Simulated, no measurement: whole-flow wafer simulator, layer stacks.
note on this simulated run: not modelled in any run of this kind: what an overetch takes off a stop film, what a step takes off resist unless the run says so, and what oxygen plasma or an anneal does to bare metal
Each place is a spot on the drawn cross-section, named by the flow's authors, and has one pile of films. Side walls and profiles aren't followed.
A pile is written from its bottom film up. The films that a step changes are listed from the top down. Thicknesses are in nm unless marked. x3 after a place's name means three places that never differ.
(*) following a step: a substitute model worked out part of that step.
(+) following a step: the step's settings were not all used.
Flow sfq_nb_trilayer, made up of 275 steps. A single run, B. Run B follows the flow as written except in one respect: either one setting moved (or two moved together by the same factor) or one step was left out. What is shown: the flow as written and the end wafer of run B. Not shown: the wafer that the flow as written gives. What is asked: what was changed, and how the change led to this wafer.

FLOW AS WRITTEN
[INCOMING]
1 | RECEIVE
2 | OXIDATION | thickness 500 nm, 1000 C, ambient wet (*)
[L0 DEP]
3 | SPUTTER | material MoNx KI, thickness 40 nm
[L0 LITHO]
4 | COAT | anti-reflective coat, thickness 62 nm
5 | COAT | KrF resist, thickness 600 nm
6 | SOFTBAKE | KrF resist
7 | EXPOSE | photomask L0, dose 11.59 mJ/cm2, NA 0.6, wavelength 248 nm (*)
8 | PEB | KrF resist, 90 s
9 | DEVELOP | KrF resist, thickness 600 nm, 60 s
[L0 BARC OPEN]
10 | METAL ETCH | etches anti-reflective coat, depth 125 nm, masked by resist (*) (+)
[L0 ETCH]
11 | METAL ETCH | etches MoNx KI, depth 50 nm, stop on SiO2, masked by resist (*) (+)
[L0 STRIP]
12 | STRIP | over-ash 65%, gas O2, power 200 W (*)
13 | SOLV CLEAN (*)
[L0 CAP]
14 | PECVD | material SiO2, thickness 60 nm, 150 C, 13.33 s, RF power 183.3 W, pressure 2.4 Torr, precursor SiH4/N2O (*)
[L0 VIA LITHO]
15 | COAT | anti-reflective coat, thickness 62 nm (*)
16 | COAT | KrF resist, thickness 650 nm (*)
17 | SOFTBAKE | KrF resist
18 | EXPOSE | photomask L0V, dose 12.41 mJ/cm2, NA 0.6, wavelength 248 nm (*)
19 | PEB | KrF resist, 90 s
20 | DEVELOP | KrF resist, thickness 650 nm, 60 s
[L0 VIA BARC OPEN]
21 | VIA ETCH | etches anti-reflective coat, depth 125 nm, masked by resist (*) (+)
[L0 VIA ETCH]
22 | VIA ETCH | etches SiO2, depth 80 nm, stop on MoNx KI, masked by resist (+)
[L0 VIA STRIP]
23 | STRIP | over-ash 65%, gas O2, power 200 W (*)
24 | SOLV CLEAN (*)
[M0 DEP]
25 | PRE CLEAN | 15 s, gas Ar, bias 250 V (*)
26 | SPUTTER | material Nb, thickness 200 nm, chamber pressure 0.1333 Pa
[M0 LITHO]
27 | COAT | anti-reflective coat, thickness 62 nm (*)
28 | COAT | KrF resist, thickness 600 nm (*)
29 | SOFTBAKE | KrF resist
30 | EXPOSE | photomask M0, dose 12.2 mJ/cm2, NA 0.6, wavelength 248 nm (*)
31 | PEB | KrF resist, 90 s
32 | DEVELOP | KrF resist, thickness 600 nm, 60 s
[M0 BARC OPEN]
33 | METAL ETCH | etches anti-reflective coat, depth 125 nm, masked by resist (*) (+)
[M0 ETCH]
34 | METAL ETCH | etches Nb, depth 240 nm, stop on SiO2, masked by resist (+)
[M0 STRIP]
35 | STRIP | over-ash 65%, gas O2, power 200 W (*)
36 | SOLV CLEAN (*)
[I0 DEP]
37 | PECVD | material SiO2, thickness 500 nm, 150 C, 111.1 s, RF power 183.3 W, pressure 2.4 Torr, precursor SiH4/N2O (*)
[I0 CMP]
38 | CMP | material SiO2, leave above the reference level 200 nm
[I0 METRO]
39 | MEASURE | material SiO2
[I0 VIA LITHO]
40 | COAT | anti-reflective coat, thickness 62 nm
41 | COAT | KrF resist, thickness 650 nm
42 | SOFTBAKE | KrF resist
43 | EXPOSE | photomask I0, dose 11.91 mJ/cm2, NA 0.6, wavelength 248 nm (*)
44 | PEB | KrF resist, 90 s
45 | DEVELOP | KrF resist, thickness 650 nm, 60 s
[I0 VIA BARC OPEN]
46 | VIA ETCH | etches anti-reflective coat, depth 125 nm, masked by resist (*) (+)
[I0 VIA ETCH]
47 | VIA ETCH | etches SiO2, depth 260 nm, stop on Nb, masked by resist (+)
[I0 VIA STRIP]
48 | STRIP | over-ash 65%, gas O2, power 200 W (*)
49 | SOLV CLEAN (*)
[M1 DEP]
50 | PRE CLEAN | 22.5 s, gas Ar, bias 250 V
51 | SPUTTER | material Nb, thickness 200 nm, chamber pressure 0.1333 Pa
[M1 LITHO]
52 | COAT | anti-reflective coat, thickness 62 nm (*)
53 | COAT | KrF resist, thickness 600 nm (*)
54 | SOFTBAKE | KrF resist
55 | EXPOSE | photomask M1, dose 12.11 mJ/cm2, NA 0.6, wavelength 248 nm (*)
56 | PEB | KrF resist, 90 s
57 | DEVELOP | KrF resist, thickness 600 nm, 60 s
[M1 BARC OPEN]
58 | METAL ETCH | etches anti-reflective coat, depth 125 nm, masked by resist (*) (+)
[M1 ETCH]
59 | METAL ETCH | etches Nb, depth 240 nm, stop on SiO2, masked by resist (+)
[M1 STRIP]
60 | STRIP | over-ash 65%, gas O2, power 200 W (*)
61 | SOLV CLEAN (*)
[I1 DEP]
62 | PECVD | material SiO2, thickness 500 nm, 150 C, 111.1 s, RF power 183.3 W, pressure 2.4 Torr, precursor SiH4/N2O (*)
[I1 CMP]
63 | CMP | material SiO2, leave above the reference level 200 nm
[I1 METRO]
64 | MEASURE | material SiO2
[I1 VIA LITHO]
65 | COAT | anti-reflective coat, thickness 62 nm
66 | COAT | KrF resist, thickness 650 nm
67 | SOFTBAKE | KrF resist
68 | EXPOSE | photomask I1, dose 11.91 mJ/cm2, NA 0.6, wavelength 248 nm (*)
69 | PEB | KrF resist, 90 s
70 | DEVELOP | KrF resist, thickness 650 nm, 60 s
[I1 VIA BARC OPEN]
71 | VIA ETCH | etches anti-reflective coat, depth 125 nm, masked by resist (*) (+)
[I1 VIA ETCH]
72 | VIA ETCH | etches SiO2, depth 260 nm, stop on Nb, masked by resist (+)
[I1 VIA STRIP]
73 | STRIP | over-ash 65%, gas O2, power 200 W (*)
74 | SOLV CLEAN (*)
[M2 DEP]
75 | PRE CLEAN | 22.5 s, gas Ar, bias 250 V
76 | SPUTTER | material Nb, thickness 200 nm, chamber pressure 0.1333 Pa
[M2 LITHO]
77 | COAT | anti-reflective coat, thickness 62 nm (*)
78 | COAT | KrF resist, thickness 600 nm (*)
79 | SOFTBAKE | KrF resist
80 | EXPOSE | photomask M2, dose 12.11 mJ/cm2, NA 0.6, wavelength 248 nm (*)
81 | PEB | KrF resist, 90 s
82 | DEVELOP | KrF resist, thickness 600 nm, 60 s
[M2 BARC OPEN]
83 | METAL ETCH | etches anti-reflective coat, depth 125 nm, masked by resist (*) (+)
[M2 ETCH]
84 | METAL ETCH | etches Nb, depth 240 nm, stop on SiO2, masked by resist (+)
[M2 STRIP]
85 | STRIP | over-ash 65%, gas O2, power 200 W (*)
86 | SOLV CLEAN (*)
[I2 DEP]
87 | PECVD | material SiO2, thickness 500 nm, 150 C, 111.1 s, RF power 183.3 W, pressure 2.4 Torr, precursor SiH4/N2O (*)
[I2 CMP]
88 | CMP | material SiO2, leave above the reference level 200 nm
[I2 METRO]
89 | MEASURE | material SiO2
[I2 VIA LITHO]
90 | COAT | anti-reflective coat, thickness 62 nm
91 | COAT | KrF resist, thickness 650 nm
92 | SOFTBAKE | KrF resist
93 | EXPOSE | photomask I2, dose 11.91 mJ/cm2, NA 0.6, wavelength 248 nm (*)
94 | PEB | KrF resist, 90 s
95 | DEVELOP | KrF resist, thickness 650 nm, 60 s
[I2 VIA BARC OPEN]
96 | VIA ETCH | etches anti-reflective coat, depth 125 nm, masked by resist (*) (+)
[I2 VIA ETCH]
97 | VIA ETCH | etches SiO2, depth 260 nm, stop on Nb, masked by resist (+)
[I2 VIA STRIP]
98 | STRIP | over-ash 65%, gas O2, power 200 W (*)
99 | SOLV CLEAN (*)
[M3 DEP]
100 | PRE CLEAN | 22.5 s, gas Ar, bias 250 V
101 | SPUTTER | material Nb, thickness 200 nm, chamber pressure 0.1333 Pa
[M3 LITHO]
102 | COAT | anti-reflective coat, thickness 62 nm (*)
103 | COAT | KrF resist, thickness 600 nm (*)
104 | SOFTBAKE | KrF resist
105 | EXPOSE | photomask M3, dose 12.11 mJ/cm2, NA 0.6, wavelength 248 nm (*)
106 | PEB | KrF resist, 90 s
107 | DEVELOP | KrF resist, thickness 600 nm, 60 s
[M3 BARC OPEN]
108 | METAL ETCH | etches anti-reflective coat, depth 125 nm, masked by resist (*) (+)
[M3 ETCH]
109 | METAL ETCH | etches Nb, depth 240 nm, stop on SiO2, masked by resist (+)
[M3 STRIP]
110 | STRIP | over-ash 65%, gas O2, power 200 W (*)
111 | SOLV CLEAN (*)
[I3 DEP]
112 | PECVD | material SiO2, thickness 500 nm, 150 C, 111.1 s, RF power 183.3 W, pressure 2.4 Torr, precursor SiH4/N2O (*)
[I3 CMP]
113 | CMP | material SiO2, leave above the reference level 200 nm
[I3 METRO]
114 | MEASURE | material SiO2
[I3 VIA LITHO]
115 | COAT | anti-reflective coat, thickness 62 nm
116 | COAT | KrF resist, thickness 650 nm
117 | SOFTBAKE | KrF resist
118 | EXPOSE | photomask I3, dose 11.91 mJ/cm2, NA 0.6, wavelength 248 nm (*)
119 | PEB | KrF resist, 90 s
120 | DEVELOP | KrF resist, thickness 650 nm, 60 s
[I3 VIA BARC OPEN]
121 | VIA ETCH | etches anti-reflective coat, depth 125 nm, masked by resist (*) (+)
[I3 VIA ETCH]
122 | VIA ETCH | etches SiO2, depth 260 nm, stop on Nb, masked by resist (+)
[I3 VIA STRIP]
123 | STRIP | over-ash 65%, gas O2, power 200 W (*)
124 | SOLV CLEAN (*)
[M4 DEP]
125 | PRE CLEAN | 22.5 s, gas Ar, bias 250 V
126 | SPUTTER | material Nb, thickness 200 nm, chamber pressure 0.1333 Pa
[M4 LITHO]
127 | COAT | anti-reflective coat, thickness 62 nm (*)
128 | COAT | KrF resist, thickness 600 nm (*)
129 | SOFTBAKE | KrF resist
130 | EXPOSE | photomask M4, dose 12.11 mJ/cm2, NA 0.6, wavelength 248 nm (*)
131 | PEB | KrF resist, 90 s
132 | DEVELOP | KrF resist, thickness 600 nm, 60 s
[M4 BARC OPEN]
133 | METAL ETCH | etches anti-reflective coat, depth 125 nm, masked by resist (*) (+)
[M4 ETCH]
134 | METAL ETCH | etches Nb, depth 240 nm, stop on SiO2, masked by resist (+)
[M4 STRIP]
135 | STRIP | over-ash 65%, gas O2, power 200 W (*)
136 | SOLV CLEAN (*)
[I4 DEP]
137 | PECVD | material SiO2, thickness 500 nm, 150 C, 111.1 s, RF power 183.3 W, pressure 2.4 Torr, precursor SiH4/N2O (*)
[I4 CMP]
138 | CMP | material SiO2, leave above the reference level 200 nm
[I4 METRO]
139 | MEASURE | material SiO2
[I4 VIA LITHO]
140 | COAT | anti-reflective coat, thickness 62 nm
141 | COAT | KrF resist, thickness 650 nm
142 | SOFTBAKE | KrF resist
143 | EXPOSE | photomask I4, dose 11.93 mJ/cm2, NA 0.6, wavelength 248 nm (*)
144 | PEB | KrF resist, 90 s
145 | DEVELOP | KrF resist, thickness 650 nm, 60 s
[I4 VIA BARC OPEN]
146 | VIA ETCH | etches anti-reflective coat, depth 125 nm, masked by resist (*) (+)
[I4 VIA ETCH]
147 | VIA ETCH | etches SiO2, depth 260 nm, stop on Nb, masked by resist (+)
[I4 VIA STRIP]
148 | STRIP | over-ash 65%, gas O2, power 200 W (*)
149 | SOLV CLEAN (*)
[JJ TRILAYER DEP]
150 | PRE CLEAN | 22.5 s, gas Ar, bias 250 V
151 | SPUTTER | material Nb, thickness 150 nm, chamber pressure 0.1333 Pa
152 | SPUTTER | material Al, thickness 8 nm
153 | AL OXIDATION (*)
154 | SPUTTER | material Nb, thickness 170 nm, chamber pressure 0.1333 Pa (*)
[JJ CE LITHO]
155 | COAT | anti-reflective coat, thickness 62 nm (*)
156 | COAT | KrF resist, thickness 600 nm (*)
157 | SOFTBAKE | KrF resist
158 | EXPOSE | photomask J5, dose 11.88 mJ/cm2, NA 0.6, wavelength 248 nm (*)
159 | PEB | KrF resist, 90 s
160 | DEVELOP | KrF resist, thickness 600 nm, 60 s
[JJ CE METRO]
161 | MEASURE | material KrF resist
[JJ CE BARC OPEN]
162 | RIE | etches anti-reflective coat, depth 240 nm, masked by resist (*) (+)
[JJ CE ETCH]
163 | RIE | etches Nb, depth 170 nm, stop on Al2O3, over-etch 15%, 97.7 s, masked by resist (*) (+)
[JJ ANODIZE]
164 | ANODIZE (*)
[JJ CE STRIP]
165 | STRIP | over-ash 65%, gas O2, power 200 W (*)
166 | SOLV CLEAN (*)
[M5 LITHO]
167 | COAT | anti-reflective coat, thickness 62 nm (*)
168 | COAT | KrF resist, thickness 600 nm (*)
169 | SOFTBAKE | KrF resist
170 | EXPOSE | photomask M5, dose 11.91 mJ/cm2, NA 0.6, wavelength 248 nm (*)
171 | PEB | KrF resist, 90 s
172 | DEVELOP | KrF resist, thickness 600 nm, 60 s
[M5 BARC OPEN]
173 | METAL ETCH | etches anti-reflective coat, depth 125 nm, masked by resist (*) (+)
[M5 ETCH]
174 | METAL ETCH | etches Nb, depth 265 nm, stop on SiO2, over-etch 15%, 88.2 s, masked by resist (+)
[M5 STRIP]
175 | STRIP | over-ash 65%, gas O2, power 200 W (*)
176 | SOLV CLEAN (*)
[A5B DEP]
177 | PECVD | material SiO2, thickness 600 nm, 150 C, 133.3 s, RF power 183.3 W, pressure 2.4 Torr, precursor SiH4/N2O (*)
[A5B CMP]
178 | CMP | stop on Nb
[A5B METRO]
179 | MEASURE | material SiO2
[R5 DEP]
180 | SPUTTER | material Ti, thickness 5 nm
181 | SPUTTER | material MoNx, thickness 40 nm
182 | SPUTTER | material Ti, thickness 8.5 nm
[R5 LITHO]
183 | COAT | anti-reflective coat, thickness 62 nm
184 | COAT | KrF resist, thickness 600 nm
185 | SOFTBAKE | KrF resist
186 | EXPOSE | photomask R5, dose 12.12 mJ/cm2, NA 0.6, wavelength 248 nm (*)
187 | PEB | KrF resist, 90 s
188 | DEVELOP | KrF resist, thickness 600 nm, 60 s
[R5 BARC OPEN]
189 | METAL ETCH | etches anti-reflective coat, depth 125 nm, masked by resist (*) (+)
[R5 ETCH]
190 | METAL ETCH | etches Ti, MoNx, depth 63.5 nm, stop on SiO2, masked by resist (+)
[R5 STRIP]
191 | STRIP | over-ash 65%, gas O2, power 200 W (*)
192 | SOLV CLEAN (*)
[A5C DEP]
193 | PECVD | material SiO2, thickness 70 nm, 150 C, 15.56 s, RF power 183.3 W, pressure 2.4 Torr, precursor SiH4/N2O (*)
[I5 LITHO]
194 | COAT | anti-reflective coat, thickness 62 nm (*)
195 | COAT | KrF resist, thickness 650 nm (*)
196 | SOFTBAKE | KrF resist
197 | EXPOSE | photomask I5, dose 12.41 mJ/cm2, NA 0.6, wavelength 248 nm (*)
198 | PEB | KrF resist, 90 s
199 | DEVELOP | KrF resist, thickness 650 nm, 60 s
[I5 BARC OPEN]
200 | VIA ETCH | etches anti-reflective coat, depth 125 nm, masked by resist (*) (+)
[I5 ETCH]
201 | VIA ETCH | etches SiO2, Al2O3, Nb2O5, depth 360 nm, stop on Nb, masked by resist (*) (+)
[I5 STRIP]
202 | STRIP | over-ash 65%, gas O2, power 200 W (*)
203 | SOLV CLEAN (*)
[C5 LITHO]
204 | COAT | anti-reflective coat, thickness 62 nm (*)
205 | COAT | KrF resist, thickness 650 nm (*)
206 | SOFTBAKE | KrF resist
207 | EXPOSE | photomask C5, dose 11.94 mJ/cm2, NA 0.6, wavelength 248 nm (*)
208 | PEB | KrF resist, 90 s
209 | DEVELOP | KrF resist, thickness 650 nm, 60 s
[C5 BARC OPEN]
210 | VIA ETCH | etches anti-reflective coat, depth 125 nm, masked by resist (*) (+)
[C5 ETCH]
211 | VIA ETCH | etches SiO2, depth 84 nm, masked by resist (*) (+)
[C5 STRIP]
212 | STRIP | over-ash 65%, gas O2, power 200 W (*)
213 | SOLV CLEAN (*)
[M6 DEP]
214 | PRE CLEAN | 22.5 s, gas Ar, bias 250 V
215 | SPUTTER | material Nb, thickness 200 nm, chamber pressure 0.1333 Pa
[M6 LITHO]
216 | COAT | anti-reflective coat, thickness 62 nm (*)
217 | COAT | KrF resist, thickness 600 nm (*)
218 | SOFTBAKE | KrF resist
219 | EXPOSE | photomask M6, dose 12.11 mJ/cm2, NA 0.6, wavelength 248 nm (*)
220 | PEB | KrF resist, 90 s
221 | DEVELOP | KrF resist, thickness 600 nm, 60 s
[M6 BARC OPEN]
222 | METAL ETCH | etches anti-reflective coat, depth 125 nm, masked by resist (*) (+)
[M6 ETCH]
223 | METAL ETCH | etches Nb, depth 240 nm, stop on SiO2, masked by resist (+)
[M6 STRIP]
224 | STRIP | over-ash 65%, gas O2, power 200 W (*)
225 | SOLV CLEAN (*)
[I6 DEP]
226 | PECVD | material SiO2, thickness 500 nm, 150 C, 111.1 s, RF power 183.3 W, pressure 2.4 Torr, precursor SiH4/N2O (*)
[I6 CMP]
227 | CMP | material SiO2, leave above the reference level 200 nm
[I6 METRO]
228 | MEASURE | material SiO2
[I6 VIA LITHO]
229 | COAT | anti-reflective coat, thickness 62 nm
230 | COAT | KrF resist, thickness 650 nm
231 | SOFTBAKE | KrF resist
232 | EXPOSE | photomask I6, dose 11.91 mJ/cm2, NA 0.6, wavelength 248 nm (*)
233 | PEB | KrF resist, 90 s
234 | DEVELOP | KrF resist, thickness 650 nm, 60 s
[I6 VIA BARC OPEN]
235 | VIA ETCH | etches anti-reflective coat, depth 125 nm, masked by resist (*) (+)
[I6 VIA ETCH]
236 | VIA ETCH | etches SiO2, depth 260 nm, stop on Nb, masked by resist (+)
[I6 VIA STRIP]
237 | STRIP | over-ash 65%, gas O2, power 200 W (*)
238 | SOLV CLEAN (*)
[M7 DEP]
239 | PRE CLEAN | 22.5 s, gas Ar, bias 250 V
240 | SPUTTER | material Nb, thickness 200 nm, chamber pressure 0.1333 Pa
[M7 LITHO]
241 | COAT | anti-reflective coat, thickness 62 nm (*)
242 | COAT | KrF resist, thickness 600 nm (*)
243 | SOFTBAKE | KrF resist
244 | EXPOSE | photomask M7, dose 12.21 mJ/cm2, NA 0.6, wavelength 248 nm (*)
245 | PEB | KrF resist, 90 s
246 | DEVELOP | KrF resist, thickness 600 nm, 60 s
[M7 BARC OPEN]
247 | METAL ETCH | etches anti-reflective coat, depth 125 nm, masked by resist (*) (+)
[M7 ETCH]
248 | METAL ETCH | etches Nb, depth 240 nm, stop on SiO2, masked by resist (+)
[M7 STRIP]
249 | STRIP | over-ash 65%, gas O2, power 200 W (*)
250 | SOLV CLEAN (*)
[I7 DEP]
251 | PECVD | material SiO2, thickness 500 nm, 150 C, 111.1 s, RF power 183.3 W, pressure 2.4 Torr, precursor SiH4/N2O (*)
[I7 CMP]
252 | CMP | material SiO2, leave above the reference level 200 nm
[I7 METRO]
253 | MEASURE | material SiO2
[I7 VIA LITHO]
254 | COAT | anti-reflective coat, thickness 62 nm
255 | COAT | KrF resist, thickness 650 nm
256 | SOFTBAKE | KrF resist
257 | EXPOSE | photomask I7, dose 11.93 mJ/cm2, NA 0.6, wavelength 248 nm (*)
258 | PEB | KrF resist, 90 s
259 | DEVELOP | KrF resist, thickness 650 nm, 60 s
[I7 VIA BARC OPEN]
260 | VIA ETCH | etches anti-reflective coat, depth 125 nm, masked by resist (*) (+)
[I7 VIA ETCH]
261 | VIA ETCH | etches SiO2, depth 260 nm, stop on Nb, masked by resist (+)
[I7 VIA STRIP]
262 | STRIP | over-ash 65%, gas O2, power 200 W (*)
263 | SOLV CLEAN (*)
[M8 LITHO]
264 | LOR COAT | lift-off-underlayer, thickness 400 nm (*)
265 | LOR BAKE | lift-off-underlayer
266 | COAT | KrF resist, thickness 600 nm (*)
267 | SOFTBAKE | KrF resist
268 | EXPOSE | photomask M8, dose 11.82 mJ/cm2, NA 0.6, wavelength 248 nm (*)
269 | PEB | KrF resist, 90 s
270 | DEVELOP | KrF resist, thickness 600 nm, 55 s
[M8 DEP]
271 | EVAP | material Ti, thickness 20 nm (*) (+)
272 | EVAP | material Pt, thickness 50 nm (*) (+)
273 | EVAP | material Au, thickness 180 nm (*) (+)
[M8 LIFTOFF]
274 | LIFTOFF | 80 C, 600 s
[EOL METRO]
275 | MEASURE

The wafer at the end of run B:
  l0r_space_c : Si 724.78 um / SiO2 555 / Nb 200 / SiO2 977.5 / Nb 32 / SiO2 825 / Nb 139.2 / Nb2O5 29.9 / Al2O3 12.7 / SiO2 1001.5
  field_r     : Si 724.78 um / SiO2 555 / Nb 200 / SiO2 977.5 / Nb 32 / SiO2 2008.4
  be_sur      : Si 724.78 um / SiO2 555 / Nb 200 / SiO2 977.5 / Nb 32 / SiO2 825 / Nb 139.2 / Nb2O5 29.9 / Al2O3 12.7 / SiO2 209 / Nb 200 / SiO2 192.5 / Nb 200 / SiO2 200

What caused this: step 101, SPUTTER: thickness 272 nm was run, though the flow has thickness 200 nm.

The path from the change to this, step by step:
  101 | SPUTTER | material Nb, thickness 200 nm, chamber pressure 0.1333 Pa
      field_l, v_sur, via_wl and 102 more: Nb gains 272 (new film) (it would be, as written: Nb gains 200 (new film))
      via_w: Nb gains 226.1 (it would be, as written: Nb gains 165.5)
  102 | COAT | anti-reflective coat, thickness 62 nm (*)
      via_wl, via_wr: anti-reflective coat gains 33 (new film) (it would be, as written: anti-reflective coat gains 34.2 (new film))
  109 | METAL ETCH | etches Nb, depth 240 nm, stop on SiO2, masked by resist (+)
      field_l, be, be_sur and 72 more: Nb loses 240 (it would be, as written: Nb loses 200 (all of it))
  110 | STRIP | over-ash 65%, gas O2, power 200 W (*)
      via_wl: KrF resist loses 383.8 (all of it), anti-reflective coat loses 33 (all of it) (it would be, as written: KrF resist loses 384.2 (all of it), anti-reflective coat loses 34.2 (all of it))
      via_wr: KrF resist loses 383.9 (all of it), anti-reflective coat loses 33 (all of it) (it would be, as written: KrF resist loses 384.2 (all of it), anti-reflective coat loses 34.2 (all of it))
  112 | PECVD | material SiO2, thickness 500 nm, 150 C, 111.1 s, RF power 183.3 W, pressure 2.4 Torr, precursor SiH4/N2O (*)
      field_l, be, be_sur and 64 more: SiO2 gains 500 (new film) (it would be, as written: SiO2 gains 500)
      p4_g1, p4_g2, p3_s0, p3_s1, p3_s2, p3_s3, p3_s4, p3_s5: SiO2 gains 597.1 (new film) (it would be, as written: SiO2 gains 557.1)
      (also at 1 further place)
  113 | CMP | material SiO2, leave above the reference level 200 nm
      field_l, be, be_sur and 64 more: SiO2 loses 60 (it would be, as written: SiO2 loses 100)
      via_w: SiO2 loses 157.1 (it would be, as written: SiO2 loses 181.6)
If metal films that touch count as one body, l0r_space_c has 3 bodies (between them, from the top down: SiO2 825; SiO2 977.5); the flow as written gives 2 bodies (between them, from the top down: SiO2 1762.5).
If metal films that touch count as one body, field_r has 2 bodies (between them, from the top down: SiO2 977.5); the flow as written gives 1 body.
If metal films that touch count as one body, be_sur has 5 bodies (between them, from the top down: SiO2 192.5; SiO2 209 / Al2O3 12.7 / Nb2O5 29.9; SiO2 825; SiO2 977.5); the flow as written gives 4 bodies (between them, from the top down: SiO2 192.5; SiO2 209 / Al2O3 12.7 / Nb2O5 29.9; SiO2 1762.5).
